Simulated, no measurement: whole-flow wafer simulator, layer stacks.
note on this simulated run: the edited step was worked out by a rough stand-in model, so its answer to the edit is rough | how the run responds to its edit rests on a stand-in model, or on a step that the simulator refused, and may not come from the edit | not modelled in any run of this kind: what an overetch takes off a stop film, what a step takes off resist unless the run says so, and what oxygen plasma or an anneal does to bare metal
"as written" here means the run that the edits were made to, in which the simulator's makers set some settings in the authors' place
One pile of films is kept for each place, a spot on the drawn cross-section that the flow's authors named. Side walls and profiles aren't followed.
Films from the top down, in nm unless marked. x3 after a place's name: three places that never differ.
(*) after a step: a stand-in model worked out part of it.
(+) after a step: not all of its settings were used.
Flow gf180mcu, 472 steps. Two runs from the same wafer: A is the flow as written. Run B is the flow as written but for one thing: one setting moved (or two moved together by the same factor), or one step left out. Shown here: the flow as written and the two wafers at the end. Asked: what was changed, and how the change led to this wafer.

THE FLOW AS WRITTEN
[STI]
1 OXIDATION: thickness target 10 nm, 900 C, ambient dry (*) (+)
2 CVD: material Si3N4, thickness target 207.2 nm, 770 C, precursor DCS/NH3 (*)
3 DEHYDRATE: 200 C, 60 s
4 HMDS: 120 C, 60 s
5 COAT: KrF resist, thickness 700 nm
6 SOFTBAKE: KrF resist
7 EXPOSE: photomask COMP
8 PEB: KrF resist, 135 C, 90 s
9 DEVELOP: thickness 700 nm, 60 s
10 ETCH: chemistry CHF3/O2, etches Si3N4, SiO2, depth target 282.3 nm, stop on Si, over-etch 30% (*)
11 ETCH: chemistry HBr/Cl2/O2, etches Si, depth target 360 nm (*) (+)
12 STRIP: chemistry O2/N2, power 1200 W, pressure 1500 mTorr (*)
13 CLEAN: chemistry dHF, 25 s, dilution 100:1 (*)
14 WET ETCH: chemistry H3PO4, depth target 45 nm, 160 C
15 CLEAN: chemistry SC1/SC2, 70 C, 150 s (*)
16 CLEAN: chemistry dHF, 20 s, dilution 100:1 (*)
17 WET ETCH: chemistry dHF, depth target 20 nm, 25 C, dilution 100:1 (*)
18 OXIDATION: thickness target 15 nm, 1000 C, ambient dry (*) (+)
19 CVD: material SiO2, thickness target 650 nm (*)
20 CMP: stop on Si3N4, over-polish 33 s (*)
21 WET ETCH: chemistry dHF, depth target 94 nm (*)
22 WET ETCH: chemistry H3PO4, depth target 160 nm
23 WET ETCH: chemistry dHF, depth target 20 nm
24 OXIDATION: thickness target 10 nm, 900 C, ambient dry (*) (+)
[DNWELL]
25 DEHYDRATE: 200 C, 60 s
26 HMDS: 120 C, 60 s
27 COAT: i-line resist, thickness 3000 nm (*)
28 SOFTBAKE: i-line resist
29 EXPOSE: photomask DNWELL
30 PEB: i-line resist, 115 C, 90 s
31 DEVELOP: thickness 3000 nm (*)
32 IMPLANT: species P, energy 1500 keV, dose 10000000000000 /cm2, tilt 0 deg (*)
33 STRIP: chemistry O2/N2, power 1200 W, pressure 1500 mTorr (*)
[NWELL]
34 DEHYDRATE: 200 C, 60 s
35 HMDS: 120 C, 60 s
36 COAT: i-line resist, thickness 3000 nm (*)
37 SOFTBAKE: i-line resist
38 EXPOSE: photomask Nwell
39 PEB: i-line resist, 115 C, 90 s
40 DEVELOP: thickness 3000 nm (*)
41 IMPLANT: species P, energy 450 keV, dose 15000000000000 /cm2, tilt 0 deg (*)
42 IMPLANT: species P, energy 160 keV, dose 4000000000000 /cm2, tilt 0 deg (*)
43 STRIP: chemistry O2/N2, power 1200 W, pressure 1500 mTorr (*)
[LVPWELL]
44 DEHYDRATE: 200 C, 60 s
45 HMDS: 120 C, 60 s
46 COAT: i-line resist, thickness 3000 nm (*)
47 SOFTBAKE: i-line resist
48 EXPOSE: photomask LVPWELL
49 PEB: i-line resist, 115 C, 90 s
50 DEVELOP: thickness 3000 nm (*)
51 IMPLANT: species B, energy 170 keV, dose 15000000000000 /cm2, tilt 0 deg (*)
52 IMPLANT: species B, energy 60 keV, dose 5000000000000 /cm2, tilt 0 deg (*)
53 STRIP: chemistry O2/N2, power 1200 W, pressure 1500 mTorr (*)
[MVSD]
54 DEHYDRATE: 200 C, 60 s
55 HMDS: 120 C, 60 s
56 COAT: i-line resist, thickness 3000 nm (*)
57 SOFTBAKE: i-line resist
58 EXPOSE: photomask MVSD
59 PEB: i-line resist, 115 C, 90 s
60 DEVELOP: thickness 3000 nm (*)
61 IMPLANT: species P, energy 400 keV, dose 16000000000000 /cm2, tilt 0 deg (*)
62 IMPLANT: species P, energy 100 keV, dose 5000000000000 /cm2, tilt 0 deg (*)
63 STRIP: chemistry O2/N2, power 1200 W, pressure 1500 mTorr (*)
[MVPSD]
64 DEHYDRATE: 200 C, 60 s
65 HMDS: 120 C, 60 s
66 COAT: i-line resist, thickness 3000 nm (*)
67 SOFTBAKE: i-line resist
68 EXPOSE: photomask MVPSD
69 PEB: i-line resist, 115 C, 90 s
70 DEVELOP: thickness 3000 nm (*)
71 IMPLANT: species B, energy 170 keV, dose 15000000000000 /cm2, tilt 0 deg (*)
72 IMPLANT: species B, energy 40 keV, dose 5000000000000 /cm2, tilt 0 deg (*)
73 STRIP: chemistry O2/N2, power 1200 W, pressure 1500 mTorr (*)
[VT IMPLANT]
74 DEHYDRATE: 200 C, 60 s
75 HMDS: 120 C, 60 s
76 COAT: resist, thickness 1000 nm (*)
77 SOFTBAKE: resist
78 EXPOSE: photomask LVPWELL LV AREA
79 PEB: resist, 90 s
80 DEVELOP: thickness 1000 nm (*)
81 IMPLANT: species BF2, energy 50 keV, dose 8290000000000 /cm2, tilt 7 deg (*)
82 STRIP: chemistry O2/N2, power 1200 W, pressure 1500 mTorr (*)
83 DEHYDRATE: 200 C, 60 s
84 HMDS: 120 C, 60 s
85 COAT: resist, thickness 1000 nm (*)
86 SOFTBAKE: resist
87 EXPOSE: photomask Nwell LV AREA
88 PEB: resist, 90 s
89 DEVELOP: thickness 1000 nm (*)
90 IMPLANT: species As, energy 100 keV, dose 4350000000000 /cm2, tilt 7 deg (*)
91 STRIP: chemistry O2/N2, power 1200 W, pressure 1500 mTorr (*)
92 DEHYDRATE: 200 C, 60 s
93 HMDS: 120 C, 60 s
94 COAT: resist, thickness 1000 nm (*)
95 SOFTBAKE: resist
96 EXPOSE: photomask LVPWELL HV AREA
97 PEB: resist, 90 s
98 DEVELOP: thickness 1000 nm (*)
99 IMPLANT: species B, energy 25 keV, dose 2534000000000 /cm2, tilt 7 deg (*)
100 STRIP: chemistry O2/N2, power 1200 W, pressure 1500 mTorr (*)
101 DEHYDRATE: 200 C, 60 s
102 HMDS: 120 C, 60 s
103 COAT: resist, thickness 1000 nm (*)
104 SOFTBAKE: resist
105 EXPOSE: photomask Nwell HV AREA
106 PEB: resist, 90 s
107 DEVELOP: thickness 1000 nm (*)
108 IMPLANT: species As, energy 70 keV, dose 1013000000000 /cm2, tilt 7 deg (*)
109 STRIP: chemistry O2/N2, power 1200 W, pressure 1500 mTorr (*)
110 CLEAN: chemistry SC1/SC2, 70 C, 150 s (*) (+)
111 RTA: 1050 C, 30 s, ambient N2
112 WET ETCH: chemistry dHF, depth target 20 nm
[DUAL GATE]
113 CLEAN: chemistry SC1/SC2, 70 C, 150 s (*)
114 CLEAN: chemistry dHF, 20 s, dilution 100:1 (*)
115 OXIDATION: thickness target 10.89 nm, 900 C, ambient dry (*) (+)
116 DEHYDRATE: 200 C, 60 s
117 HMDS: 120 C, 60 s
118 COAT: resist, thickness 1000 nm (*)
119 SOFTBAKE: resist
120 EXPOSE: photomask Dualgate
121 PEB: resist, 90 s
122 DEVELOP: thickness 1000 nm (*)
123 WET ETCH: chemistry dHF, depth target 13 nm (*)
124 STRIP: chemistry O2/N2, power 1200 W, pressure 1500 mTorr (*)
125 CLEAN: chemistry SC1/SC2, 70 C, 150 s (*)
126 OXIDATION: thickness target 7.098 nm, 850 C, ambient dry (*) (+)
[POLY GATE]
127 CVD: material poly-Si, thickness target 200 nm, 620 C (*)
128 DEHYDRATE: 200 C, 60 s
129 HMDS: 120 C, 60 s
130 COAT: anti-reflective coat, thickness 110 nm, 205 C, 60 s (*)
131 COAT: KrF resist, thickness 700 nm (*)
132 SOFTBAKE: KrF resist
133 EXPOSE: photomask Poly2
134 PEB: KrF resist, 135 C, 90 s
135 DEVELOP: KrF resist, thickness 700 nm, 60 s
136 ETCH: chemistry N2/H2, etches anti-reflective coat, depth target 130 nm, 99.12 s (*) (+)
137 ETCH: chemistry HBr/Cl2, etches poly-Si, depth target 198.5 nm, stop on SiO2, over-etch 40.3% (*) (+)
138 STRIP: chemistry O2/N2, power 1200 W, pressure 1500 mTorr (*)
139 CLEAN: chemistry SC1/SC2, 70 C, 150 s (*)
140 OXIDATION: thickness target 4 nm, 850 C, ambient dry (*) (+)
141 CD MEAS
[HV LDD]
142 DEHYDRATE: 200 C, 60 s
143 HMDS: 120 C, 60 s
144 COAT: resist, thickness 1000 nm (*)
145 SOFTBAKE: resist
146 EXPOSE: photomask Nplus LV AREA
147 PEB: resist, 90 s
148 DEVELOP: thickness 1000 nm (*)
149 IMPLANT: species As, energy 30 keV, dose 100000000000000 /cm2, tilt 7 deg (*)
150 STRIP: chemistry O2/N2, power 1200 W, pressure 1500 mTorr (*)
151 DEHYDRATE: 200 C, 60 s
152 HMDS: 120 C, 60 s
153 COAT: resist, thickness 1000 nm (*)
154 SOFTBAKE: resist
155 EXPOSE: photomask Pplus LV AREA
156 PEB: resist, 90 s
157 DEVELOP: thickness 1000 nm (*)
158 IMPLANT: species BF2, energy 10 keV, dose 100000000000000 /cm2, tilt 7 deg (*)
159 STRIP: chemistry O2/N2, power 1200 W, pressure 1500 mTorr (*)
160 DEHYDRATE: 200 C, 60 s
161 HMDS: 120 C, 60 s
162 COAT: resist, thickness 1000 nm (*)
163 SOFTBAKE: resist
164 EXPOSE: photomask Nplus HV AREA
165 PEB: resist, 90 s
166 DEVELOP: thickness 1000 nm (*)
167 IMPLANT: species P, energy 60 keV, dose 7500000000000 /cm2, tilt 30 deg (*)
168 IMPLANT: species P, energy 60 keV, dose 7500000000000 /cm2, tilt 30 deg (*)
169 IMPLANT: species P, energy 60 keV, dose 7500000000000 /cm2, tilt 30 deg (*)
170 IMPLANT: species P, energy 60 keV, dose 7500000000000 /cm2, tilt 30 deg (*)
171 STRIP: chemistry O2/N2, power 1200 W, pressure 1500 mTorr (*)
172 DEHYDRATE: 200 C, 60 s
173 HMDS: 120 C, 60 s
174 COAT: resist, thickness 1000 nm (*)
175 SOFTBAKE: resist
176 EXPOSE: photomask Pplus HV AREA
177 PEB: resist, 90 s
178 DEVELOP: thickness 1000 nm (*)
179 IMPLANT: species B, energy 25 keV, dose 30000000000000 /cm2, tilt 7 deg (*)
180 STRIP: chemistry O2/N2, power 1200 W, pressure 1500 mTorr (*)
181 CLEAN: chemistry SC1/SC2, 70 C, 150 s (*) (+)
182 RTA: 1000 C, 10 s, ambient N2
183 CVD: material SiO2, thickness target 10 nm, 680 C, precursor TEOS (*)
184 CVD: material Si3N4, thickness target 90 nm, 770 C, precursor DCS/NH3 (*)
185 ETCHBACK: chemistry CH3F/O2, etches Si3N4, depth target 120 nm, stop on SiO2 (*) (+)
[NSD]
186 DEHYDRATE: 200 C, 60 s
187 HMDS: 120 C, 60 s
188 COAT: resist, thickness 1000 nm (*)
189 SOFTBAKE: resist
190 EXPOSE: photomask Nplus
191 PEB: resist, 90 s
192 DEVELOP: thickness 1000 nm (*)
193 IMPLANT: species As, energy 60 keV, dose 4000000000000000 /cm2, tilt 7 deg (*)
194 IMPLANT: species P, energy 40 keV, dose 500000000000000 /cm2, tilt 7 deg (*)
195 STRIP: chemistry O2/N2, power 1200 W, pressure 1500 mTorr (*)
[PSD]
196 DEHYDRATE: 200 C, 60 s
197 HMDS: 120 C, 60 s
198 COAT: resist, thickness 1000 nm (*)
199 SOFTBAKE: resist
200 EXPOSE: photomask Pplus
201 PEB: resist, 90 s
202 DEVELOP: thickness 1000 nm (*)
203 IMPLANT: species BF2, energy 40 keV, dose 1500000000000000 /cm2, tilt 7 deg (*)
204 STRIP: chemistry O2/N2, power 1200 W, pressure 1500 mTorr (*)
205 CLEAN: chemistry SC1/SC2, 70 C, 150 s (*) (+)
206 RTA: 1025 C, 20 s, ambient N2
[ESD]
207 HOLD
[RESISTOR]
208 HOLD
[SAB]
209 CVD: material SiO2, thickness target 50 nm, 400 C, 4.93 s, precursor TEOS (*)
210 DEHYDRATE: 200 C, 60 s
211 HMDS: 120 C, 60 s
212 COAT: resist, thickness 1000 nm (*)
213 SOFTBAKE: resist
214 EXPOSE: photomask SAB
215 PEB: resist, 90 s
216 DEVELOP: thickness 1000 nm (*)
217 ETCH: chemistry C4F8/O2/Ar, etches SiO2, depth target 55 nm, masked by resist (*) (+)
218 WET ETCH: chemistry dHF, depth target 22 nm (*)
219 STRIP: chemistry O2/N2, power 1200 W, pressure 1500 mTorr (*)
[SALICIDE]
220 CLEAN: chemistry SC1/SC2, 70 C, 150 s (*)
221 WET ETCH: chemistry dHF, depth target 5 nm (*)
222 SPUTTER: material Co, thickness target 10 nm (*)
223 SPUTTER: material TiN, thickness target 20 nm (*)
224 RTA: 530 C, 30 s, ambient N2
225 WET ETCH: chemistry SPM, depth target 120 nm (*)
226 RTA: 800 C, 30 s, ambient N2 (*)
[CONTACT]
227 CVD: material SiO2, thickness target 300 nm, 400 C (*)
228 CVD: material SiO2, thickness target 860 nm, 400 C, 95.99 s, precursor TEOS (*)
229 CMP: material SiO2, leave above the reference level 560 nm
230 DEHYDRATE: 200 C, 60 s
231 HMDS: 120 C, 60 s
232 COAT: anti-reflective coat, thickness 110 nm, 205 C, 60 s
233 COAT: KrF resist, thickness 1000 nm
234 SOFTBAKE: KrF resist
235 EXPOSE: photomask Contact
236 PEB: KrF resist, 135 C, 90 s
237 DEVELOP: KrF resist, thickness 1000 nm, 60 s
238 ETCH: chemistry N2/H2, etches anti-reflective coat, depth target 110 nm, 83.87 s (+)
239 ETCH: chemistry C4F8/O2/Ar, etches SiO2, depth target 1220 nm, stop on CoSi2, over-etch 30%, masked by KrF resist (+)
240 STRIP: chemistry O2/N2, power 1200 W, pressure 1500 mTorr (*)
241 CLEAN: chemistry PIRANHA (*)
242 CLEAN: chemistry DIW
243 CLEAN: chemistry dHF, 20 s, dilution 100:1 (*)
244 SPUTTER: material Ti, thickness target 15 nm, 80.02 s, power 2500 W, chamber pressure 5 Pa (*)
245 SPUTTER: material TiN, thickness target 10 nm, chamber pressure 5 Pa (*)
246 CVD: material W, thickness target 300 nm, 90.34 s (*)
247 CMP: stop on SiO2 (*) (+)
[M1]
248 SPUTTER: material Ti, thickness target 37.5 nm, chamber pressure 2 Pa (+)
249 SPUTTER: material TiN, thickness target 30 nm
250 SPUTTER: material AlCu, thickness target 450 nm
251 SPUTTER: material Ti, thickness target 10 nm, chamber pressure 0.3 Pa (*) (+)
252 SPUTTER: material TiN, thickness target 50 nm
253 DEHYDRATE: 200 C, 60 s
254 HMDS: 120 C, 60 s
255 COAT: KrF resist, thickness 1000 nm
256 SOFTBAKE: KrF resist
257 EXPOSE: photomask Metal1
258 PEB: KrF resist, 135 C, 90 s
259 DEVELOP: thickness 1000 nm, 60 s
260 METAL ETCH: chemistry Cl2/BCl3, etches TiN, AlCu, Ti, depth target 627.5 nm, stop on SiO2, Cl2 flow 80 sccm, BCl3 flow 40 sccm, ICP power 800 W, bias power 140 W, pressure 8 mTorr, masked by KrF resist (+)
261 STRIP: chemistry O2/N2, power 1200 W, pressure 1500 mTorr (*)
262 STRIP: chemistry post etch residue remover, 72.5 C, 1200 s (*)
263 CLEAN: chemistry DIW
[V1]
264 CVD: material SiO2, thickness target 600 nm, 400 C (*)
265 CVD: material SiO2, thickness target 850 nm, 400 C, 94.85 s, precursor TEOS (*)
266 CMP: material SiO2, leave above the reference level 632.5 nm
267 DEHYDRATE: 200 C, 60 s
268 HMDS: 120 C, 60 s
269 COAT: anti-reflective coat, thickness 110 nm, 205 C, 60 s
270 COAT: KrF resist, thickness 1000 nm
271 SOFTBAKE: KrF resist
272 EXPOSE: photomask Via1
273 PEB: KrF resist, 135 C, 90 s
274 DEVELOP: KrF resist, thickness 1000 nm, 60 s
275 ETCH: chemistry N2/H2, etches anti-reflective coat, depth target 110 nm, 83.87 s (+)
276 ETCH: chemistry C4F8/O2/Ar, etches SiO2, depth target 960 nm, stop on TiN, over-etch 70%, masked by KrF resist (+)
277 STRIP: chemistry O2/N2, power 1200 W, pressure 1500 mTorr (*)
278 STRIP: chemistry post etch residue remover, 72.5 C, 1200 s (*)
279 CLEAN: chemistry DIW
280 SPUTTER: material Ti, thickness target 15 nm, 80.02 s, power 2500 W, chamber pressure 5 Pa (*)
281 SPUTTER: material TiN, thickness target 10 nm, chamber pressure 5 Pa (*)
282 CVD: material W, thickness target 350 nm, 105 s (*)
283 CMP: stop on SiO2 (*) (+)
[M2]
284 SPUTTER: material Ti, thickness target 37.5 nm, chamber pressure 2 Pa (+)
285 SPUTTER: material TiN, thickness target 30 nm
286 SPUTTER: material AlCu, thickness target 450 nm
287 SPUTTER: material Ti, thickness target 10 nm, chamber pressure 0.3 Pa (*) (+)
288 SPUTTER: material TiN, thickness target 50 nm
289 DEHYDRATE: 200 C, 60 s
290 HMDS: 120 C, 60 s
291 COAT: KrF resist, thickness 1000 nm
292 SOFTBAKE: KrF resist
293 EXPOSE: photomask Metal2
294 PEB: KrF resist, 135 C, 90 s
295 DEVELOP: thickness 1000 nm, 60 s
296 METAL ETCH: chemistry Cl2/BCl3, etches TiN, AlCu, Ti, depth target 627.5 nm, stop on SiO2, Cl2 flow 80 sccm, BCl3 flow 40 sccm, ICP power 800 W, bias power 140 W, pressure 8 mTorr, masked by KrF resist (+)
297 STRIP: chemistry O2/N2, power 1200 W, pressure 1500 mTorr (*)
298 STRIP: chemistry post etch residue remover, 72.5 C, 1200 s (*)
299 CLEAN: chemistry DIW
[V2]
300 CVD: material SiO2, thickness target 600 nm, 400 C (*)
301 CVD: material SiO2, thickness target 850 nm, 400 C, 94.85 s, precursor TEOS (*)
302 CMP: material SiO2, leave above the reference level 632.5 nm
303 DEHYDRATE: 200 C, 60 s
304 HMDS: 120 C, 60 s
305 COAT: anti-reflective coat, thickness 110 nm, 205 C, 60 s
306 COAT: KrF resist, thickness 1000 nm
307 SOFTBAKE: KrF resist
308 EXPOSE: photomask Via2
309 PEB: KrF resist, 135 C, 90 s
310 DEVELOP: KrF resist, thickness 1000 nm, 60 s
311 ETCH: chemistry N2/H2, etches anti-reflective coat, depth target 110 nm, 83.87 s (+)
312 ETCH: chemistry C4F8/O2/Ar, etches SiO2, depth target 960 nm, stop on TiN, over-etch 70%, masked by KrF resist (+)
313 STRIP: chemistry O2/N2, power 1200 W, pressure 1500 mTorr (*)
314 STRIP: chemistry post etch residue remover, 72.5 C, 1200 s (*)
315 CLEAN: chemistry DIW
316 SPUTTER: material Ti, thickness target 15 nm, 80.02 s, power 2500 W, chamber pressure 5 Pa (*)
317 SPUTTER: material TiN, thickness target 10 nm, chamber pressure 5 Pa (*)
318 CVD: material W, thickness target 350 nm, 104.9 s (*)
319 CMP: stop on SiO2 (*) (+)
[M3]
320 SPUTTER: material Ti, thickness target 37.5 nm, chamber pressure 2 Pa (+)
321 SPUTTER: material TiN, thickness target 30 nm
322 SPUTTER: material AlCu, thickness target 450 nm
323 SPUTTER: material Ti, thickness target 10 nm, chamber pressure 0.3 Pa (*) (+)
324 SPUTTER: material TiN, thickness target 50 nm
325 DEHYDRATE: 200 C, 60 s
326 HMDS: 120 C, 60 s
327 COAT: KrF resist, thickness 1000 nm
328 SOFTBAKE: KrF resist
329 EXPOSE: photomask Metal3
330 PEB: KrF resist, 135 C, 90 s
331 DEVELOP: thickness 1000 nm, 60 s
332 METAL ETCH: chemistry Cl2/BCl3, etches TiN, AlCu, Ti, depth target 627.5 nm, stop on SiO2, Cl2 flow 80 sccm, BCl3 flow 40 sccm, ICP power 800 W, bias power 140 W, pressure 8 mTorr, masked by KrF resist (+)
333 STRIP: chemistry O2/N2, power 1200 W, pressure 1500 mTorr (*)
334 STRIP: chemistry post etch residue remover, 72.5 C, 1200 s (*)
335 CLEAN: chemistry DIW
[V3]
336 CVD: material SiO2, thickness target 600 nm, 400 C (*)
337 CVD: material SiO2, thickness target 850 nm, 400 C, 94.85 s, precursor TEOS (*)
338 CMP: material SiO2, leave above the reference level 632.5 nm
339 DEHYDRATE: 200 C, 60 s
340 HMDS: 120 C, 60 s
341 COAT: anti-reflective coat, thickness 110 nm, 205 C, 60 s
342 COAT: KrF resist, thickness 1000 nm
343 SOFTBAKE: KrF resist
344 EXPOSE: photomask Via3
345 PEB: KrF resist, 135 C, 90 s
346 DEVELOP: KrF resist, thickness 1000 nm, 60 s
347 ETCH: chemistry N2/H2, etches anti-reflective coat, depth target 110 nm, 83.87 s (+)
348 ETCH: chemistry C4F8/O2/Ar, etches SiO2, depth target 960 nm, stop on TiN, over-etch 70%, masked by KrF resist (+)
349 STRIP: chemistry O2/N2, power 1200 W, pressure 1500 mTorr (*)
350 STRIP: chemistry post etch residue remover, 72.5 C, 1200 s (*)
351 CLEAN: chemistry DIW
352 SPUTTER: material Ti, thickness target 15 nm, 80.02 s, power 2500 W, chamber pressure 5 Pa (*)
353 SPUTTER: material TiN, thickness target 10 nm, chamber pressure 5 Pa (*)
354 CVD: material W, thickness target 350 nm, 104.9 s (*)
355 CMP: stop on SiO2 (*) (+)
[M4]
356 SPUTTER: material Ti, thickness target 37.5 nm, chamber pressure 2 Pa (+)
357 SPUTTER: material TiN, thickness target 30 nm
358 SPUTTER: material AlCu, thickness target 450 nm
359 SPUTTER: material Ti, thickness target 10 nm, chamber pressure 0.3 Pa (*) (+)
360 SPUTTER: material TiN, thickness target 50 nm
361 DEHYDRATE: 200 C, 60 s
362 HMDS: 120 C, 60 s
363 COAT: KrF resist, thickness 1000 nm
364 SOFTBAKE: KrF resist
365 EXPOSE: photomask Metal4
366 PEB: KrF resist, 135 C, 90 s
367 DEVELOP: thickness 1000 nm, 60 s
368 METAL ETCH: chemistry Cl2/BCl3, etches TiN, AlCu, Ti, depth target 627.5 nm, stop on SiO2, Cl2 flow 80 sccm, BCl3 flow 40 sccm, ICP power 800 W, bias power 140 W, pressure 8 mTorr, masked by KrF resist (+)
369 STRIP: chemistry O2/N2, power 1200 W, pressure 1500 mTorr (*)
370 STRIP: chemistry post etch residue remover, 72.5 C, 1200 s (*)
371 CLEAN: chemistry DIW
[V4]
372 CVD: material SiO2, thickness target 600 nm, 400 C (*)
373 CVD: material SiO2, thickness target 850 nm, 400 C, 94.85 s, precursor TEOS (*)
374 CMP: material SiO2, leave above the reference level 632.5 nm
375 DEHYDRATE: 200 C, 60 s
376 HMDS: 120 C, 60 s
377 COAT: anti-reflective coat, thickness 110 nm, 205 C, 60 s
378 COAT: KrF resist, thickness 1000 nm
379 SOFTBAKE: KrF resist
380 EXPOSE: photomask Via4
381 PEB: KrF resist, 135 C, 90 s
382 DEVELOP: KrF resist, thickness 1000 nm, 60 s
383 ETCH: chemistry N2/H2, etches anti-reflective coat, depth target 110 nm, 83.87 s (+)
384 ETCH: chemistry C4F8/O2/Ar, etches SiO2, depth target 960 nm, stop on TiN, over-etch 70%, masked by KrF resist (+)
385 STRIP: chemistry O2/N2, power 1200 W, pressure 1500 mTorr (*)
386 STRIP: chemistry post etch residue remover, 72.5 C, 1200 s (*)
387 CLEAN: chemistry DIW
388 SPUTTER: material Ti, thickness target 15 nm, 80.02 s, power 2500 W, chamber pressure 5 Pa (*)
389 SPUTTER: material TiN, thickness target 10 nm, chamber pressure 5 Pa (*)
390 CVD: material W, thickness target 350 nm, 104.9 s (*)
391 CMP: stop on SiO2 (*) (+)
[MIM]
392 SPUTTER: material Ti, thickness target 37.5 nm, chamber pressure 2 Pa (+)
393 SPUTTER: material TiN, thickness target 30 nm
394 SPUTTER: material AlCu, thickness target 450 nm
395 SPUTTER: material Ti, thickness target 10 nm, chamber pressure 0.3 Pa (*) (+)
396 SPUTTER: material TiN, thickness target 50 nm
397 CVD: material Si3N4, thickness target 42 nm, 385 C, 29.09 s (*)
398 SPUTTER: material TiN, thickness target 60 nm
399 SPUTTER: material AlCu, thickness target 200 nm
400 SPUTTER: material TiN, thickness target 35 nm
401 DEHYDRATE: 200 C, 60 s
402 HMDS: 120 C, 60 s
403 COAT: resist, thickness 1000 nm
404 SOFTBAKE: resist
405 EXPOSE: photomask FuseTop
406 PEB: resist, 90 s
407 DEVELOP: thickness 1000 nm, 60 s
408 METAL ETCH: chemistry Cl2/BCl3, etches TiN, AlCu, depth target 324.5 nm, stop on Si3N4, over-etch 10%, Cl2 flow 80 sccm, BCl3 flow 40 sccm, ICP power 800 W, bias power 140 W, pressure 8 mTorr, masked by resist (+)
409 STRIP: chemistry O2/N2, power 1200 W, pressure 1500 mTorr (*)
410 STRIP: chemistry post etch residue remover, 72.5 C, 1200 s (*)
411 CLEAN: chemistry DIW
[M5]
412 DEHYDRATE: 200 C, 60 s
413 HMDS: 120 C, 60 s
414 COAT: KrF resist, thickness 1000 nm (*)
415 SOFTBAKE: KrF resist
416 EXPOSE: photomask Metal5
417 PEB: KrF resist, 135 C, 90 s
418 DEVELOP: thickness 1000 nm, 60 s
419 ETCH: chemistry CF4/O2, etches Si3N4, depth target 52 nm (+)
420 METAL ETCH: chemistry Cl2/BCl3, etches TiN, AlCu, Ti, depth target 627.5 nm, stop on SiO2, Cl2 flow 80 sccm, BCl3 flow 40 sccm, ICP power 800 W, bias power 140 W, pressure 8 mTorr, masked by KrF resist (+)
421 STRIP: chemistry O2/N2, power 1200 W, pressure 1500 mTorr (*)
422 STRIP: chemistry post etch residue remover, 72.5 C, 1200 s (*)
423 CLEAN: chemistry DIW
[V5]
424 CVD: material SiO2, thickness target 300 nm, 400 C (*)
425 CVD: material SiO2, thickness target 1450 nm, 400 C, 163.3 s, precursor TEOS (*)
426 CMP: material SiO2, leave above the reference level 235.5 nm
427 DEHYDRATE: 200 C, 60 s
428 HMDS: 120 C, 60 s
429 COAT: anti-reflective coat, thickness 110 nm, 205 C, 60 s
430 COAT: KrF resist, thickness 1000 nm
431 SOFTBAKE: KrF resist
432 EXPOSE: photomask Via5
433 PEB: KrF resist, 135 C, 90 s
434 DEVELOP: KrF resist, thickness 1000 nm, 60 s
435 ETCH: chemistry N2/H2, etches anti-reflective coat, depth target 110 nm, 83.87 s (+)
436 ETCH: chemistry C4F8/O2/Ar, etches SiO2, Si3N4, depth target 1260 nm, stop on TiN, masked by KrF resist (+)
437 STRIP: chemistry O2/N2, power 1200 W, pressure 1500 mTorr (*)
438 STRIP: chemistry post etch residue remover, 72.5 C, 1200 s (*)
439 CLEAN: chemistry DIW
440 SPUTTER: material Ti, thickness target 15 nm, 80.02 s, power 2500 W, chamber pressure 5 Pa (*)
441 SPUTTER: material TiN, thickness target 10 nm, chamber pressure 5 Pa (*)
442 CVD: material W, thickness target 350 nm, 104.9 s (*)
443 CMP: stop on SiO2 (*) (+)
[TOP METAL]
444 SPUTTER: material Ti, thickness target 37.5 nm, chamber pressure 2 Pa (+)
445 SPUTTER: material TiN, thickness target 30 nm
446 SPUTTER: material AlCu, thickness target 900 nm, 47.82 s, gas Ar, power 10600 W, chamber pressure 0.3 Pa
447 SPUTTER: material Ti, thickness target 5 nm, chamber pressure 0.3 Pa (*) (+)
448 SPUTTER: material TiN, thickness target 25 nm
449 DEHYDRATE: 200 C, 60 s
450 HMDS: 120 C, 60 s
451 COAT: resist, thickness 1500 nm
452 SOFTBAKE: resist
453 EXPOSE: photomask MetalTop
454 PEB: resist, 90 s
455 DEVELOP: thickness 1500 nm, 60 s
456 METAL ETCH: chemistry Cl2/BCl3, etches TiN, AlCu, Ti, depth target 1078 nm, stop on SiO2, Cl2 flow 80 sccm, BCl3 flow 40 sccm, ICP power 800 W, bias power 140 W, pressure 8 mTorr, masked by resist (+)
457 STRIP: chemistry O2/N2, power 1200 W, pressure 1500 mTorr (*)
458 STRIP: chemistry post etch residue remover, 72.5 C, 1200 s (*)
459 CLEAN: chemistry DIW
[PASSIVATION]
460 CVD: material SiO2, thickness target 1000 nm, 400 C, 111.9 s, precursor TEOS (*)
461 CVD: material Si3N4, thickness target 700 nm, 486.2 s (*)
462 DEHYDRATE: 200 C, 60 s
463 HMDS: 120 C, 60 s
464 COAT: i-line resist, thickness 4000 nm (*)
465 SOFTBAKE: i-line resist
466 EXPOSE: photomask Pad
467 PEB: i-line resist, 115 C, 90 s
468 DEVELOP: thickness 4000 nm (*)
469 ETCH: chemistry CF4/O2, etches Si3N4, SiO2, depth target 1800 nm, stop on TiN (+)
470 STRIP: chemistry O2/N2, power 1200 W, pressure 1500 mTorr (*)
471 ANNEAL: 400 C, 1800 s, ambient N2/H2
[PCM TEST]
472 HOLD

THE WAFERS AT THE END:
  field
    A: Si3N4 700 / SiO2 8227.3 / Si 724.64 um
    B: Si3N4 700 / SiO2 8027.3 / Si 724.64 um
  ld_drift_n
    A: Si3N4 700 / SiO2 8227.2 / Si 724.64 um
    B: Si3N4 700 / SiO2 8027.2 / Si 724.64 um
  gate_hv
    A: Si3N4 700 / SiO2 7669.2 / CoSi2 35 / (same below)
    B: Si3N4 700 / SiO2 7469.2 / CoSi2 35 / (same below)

The cause: step 460, CVD: thickness target 800 nm was run, where the flow has thickness target 1000 nm.

How the change led to this, step by step:
  460 CVD: material SiO2, thickness target 1000 nm, 400 C, 111.9 s, precursor TEOS (*)
      field, field__w1, field__w2 and 103 more: A SiO2 +1000 | B SiO2 +800
      field__w8, contact, m1, m1__w1, pad, m1_nw: A SiO2 +1000 (new film) | B SiO2 +800 (new film)
  465 SOFTBAKE: i-line resist
      field__w5, field__w9: A i-line resist +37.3 | B i-line resist +30.3
      field__w11, field__w13: A i-line resist +37.9 | B i-line resist +31.3
      (and at 57 more places)
  469 ETCH: chemistry CF4/O2, etches Si3N4, SiO2, depth target 1800 nm, stop on TiN (+)
      pad: A Si3N4 -700 (all of it), SiO2 -1000 (all of it) | B Si3N4 -700 (all of it), SiO2 -800 (all of it)
